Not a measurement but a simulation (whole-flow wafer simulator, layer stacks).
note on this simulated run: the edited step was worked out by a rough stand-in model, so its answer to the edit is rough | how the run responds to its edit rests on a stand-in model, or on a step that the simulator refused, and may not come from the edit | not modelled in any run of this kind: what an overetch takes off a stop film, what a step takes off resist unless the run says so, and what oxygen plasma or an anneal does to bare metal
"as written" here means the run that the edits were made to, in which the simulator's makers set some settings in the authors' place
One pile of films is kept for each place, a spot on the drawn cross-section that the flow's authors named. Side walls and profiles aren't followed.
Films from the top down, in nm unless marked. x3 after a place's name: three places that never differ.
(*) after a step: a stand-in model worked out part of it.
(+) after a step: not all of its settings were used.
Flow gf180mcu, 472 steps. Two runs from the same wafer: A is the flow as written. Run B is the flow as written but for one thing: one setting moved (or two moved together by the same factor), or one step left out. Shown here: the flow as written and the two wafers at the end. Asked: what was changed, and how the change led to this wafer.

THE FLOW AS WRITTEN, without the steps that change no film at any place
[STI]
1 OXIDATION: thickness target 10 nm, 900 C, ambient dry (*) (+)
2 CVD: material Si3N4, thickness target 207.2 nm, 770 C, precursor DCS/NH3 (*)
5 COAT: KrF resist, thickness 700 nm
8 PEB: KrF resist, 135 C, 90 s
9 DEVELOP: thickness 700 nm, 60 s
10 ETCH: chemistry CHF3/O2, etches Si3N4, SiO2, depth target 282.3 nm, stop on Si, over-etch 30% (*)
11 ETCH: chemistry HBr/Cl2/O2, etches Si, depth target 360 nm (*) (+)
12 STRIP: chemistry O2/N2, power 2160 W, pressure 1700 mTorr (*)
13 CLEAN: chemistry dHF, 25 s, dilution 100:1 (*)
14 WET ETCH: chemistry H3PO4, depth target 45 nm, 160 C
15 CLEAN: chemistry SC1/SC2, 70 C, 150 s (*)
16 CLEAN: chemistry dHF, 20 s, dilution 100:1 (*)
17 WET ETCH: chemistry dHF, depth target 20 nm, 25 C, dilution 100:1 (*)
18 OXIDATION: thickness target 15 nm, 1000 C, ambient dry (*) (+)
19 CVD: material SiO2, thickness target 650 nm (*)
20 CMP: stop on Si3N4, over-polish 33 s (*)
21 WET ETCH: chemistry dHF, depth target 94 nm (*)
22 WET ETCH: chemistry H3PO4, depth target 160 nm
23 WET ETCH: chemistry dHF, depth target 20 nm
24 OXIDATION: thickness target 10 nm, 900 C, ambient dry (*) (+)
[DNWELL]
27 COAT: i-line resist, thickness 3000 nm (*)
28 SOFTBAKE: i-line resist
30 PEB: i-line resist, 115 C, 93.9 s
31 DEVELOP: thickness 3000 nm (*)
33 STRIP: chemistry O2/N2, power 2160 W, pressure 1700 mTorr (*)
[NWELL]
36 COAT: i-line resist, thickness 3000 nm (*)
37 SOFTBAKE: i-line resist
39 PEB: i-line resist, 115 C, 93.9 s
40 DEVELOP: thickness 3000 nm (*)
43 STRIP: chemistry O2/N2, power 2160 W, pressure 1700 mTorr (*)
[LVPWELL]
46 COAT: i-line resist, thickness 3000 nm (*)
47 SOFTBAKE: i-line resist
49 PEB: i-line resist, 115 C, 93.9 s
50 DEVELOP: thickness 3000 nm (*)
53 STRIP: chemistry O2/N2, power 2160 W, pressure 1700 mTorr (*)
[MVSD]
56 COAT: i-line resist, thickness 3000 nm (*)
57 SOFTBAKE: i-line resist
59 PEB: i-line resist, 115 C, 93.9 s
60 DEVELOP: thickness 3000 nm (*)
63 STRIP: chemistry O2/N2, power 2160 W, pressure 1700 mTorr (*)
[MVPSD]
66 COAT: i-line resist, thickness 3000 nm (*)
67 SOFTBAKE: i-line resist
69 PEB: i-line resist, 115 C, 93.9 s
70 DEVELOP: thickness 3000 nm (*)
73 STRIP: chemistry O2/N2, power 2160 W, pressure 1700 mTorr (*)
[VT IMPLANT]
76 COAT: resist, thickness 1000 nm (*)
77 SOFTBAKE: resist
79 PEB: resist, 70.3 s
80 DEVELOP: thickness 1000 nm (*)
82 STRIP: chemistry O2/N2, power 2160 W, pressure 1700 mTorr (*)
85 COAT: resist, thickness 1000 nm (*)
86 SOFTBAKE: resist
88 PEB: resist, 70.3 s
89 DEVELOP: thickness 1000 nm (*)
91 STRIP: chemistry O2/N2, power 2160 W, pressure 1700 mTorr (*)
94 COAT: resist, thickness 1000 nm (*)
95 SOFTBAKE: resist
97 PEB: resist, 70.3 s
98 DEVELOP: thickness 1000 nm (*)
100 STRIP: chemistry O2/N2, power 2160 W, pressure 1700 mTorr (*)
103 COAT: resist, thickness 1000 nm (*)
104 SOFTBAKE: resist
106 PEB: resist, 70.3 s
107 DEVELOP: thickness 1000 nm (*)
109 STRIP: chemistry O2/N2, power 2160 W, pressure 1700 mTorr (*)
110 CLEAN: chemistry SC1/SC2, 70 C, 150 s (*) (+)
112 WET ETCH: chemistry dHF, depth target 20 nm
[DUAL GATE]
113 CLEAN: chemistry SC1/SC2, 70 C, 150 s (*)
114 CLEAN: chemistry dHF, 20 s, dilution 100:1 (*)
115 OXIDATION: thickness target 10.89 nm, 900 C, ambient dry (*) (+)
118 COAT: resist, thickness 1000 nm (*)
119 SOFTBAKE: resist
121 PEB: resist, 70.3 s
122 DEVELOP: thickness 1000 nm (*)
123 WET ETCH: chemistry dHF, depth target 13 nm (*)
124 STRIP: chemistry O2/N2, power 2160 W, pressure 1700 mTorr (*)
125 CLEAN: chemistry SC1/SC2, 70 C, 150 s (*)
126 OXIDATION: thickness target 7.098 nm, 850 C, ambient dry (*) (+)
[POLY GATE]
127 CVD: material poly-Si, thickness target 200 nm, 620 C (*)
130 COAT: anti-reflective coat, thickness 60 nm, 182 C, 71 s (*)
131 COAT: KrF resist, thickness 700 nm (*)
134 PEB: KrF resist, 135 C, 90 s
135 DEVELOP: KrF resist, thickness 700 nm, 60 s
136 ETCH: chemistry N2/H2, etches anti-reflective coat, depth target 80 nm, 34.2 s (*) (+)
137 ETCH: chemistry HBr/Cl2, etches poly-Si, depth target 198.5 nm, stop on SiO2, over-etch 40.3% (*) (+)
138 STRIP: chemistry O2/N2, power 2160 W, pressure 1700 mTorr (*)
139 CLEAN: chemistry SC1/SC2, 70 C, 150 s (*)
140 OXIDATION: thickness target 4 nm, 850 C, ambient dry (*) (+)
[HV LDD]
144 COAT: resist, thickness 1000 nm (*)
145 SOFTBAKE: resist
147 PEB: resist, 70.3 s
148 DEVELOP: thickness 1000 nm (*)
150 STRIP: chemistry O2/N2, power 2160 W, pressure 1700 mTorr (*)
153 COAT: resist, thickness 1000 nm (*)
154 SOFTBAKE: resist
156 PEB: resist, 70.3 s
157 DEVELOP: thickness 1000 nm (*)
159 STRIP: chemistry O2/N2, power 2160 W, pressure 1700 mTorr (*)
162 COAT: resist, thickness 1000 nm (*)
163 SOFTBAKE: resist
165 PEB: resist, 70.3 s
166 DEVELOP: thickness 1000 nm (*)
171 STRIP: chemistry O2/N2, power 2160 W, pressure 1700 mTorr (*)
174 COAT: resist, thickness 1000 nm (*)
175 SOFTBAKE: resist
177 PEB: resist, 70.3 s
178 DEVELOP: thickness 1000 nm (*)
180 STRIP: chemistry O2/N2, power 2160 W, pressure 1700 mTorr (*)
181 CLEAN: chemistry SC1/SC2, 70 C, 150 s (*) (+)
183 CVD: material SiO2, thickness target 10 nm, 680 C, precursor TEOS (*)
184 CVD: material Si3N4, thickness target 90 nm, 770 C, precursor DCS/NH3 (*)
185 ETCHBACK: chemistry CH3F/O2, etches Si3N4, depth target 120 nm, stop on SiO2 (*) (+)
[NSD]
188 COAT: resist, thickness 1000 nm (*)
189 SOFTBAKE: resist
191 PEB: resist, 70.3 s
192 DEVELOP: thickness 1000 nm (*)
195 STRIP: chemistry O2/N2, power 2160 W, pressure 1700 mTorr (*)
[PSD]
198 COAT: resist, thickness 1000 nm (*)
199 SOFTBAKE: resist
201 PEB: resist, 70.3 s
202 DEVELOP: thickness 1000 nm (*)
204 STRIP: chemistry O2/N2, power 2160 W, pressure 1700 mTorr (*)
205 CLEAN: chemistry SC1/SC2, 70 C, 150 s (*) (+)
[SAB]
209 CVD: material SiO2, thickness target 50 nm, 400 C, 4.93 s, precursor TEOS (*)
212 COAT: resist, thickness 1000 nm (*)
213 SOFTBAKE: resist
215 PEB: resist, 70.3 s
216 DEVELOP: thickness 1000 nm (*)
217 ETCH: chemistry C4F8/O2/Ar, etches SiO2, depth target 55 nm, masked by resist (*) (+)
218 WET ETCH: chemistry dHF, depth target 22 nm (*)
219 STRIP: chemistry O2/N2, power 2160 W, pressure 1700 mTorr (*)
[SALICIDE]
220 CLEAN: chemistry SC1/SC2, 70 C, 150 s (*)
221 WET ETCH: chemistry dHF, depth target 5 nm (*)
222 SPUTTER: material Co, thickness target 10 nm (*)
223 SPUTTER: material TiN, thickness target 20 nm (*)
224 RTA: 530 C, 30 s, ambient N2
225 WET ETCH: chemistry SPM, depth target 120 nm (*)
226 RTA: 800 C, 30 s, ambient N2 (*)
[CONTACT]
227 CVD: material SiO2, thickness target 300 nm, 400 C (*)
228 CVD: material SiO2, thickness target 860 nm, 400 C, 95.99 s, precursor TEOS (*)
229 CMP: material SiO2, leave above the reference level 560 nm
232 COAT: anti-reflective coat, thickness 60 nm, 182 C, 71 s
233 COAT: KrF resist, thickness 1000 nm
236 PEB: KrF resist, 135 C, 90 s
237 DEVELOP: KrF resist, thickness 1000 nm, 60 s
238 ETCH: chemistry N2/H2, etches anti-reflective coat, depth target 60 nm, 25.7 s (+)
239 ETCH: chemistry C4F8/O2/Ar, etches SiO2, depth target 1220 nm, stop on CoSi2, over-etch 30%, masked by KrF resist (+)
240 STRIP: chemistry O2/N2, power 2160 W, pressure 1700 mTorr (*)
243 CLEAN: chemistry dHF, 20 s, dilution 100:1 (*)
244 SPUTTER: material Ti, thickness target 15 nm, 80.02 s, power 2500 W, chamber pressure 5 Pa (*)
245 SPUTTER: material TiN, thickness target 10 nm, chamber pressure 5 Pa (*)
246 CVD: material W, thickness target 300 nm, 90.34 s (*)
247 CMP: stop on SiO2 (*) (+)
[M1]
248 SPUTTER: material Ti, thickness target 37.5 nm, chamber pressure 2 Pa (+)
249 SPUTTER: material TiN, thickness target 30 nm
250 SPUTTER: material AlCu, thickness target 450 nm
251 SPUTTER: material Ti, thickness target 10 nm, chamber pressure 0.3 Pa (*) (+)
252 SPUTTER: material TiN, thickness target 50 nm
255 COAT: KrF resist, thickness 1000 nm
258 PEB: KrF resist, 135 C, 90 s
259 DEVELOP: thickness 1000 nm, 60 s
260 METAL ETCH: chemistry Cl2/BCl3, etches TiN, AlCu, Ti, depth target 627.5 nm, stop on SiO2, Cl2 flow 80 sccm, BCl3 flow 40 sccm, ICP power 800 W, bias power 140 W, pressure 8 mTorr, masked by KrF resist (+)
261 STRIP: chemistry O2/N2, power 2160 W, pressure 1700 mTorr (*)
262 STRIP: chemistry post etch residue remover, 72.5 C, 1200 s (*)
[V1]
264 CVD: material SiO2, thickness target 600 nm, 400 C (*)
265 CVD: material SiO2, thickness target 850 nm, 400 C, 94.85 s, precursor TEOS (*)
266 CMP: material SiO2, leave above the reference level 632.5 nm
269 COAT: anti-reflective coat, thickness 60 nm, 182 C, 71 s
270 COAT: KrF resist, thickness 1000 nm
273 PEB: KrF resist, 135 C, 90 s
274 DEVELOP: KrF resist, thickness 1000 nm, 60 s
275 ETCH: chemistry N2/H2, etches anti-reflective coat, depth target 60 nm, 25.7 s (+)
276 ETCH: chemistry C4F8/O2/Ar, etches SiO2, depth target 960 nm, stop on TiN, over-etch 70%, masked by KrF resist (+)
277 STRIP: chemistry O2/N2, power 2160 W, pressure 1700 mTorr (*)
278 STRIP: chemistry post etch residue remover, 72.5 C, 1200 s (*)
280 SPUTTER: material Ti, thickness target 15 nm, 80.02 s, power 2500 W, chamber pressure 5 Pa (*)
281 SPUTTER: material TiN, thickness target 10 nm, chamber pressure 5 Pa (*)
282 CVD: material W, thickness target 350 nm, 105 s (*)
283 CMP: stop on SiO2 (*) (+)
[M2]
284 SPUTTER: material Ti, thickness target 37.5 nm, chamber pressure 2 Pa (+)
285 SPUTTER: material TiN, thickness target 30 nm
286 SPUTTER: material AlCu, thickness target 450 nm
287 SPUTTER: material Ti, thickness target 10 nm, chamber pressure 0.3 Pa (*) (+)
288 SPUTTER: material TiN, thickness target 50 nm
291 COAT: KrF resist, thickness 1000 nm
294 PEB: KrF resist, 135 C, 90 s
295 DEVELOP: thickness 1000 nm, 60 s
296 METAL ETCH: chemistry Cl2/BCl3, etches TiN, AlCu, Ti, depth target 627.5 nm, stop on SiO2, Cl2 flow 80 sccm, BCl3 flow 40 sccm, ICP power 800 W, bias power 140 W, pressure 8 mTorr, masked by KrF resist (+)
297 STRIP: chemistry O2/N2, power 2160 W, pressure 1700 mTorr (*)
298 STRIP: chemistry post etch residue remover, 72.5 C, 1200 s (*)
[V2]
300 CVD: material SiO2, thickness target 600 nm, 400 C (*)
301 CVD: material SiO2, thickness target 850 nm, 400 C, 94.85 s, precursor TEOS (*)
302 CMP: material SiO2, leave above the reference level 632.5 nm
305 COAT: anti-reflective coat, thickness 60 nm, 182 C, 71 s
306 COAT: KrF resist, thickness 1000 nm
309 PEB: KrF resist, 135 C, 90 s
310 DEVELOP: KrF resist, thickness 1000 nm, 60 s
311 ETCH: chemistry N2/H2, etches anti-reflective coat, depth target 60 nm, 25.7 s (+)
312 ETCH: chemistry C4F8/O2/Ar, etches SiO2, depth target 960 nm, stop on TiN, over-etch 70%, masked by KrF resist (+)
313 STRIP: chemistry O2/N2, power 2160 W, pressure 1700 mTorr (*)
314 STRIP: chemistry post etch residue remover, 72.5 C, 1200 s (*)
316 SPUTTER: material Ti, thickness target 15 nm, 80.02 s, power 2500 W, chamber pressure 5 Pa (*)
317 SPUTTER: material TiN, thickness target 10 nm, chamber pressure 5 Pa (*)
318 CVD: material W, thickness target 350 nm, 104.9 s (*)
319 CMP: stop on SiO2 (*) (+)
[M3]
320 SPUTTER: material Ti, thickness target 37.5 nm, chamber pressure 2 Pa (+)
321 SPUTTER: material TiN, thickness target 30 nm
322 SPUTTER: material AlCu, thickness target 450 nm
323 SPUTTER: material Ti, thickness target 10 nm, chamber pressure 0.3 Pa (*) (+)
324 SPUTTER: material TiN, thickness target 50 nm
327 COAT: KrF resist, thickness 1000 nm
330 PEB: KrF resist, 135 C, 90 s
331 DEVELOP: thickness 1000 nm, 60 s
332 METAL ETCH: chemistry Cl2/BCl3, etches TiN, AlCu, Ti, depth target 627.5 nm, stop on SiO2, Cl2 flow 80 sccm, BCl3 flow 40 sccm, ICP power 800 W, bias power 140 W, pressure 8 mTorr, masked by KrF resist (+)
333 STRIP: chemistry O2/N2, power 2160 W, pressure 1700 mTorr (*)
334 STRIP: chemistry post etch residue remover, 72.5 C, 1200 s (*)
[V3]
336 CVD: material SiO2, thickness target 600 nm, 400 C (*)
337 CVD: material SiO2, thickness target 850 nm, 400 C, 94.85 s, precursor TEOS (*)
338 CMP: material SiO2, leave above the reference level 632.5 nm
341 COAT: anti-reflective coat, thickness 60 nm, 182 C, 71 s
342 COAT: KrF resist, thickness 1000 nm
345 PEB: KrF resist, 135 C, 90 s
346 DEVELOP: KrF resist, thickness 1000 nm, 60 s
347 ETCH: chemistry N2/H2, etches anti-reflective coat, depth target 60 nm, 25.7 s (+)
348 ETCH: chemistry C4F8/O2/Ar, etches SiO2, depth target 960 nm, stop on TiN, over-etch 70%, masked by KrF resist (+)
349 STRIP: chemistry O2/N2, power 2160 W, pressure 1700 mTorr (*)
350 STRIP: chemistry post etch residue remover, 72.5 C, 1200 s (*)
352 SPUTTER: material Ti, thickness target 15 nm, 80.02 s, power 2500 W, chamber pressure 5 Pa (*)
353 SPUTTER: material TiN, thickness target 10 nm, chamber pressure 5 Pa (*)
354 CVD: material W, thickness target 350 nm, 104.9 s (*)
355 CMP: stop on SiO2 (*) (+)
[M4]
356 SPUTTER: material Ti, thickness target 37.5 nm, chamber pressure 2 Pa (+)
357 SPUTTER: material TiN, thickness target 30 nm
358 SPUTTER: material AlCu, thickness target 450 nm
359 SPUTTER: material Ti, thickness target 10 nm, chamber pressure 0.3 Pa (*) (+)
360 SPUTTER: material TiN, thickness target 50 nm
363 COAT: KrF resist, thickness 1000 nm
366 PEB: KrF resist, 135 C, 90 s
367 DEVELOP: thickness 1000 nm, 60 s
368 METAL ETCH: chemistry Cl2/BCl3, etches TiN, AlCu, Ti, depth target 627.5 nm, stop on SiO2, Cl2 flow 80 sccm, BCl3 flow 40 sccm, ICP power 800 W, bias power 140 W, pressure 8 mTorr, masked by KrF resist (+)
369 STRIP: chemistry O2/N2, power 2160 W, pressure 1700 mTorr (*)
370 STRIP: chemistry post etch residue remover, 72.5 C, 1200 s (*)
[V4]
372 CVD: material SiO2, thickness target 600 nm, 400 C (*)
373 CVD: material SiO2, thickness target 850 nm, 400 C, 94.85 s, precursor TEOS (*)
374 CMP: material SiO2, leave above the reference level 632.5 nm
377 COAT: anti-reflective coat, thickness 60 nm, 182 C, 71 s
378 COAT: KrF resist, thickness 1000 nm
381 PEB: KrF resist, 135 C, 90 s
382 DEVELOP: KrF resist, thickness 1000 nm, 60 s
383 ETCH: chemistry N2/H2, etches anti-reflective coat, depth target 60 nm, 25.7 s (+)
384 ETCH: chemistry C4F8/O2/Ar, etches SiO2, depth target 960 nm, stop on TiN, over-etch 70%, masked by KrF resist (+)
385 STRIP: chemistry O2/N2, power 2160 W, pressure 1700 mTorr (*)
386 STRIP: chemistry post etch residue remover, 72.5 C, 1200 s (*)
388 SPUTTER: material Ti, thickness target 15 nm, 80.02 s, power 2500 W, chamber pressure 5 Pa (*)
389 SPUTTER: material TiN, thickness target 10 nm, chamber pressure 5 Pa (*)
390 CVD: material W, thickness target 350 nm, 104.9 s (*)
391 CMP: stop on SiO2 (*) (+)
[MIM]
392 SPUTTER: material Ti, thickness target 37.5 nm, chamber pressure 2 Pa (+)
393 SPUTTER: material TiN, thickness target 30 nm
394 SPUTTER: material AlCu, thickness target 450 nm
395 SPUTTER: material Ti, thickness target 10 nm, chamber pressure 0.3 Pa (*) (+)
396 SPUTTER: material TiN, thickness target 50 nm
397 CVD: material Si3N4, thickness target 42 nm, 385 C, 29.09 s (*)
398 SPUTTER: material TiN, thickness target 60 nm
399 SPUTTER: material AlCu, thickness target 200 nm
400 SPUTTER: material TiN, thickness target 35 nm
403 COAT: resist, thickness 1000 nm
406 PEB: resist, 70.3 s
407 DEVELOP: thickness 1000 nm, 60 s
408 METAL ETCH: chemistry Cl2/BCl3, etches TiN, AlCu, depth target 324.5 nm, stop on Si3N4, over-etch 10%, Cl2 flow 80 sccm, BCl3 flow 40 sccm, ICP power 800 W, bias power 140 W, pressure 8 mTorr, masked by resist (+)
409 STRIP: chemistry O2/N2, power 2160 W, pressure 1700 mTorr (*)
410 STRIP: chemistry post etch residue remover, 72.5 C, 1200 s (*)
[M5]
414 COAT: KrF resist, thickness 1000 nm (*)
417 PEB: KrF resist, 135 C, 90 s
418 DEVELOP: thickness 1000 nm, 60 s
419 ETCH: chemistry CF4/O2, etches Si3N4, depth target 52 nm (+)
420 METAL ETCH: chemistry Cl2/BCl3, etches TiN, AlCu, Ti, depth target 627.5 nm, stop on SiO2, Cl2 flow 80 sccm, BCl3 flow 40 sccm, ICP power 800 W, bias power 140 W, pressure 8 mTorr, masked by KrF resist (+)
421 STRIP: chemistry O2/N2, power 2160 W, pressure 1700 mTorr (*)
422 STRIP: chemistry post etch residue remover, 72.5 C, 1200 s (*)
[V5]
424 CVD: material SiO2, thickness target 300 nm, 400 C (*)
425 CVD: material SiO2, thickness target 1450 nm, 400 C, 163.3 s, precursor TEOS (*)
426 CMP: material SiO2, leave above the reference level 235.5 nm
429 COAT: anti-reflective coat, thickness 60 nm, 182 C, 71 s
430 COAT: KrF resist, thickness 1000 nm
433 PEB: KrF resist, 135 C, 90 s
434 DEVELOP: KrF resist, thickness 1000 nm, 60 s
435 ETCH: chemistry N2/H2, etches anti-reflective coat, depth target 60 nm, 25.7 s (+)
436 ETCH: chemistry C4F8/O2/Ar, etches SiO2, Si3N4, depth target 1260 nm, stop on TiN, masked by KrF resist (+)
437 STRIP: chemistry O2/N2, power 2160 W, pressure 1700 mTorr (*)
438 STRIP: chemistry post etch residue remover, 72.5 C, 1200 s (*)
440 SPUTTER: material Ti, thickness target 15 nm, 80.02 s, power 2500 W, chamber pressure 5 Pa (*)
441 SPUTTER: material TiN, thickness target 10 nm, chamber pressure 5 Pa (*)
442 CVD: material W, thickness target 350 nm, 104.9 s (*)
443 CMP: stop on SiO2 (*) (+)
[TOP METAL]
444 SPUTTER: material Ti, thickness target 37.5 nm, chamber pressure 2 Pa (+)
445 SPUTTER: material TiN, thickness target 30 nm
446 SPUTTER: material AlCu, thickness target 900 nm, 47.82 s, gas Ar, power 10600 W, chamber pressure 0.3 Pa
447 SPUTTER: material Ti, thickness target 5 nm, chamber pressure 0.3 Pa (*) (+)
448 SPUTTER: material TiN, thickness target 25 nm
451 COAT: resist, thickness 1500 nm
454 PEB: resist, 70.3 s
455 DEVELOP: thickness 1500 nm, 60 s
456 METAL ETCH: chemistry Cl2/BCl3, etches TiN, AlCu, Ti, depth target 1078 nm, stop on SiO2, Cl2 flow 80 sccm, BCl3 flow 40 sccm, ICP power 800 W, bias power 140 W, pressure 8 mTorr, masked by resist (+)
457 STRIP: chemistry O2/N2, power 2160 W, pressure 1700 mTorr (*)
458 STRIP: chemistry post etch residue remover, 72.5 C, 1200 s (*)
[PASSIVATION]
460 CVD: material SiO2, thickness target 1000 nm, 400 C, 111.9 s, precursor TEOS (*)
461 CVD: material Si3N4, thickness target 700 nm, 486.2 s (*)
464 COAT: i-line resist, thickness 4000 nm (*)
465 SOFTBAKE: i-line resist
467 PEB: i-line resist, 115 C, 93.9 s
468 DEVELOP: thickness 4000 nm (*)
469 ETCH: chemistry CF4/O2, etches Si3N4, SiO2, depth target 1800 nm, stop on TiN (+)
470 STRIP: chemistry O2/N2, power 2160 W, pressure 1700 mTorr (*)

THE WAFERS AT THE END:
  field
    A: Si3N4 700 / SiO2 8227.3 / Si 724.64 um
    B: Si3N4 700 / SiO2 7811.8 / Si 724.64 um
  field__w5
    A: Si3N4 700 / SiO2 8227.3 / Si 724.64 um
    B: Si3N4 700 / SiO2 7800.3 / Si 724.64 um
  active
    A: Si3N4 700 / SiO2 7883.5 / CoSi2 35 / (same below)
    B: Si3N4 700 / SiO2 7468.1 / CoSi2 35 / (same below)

The cause: step 425, CVD: thickness target 725 nm was run, where the flow has thickness target 1450 nm; step 425, CVD: 81.64 s was run, where the flow has 163.3 s.

How the change led to this, step by step:
  425 CVD: material SiO2, thickness target 1450 nm, 400 C, 163.3 s, precursor TEOS (*)
      field, field__w1, field__w4 and 100 more: A SiO2 +1450 | B SiO2 +734.2
      field__w2, field__w3, field__w12 and 6 more: A SiO2 +1421.8 | B SiO2 +720.6
  426 CMP: material SiO2, leave above the reference level 235.5 nm
      field, field__w1, field__w5 and 92 more: A SiO2 -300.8 | B nothing
      field__w2, field__w3, field__w12 and 6 more: A SiO2 -272.7 | B nothing
      (and at 8 more places)
  429 COAT: anti-reflective coat, thickness 60 nm, 182 C, 71 s
      field_sub, field_sub__w2, field_sub__w3 and 8 more: A anti-reflective coat +60 (new film) | B anti-reflective coat +61.7 (new film)
      p_well, sti, spacer, sd_n, pad, dice_street: A anti-reflective coat +60 (new film) | B anti-reflective coat +62.9 (new film)
      (and at 56 more places)
  430 COAT: KrF resist, thickness 1000 nm
      field: A KrF resist +1000 (new film) | B KrF resist +934.2 (new film)
      field__w5: A KrF resist +1000 (new film) | B KrF resist +1023.3 (new film)
      (and at 28 more places)
  433 PEB: KrF resist, 135 C, 90 s
      field__w7, ppoly_u, npoly_sal: A KrF resist -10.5 | B KrF resist -12
      field: A KrF resist -10.5 | B KrF resist -9.51
      (and at 18 more places)
  434 DEVELOP: KrF resist, thickness 1000 nm, 60 s
      contact: A KrF resist -989.5 (all of it) | B KrF resist -741.2 (all of it)
  435 ETCH: chemistry N2/H2, etches anti-reflective coat, depth target 60 nm, 25.7 s (+)
      contact: A anti-reflective coat -60 (all of it), SiO2 -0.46 | B anti-reflective coat -9.58 (all of it), SiO2 -1.75
  437 STRIP: chemistry O2/N2, power 2160 W, pressure 1700 mTorr (*)
      p_well, sti, spacer, sd_n, pad, dice_street: A KrF resist -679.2 (all of it), anti-reflective coat -60 (all of it) | B KrF resist -680 (all of it), anti-reflective coat -62.9 (all of it)
      field_sub__w3, ld_fp_p, ld_drift_p: A KrF resist -679.2 (all of it), anti-reflective coat -60 (all of it) | B KrF resist -683.1 (all of it), anti-reflective coat -61.7 (all of it)
      (and at 63 more places)
  440 SPUTTER: material Ti, thickness target 15 nm, 80.02 s, power 2500 W, chamber pressure 5 Pa (*)
      field__w2: A Ti +15 (new film) | B Ti +14.4 (new film)
      contact: A Ti +8.12 (new film) | B Ti +10.3 (new film)
  441 SPUTTER: material TiN, thickness target 10 nm, chamber pressure 5 Pa (*)
      contact: A TiN +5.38 (new film) | B TiN +6.87 (new film)
  442 CVD: material W, thickness target 350 nm, 104.9 s (*)
      contact: A W +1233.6 (new film) | B W +814.9 (new film)
  443 CMP: stop on SiO2 (*) (+)
      field__w3, field__w12, npoly_sal, ppoly_sal, nw_sep_fld, gate_hv5, gate_p_hv5, sti_nw: A W -350 (all of it), TiN -10 (all of it), Ti -15 (all of it), SiO2 -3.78 | B W -350 (all of it), TiN -9.88 (all of it), Ti -5.45
      field__w2: A W -350 (all of it), TiN -10 (all of it), Ti -15 (all of it), SiO2 -3.78 | B W -350.2 (all of it), TiN -9.58 (all of it), Ti -5.02
      (and at 102 more places)
  444 SPUTTER: material Ti, thickness target 37.5 nm, chamber pressure 2 Pa (+)
      field__w2, field__w3, field__w12 and 6 more: A Ti +37.5 (new film) | B Ti +36.9
  445 SPUTTER: material TiN, thickness target 30 nm
      field__w2, field__w3, field__w12 and 6 more: A TiN +30 (new film) | B TiN +29 (new film)
  446 SPUTTER: material AlCu, thickness target 900 nm, 47.82 s, gas Ar, power 10600 W, chamber pressure 0.3 Pa
      field__w2, field__w3, field__w12 and 6 more: A AlCu +900 (new film) | B AlCu +879.8 (new film)
  447 SPUTTER: material Ti, thickness target 5 nm, chamber pressure 0.3 Pa (*) (+)
      field__w2: A Ti +5 (new film) | B Ti +4.1 (new film)
  ... 10 more steps ...
  470 STRIP: chemistry O2/N2, power 2160 W, pressure 1700 mTorr (*)
      field__w8, m1__w1: A i-line resist -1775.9 (all of it) | B i-line resist -1393.3 (all of it)
      m1: A i-line resist -1798.9 (all of it) | B i-line resist -1409.8 (all of it)
      (and at 3 more places)
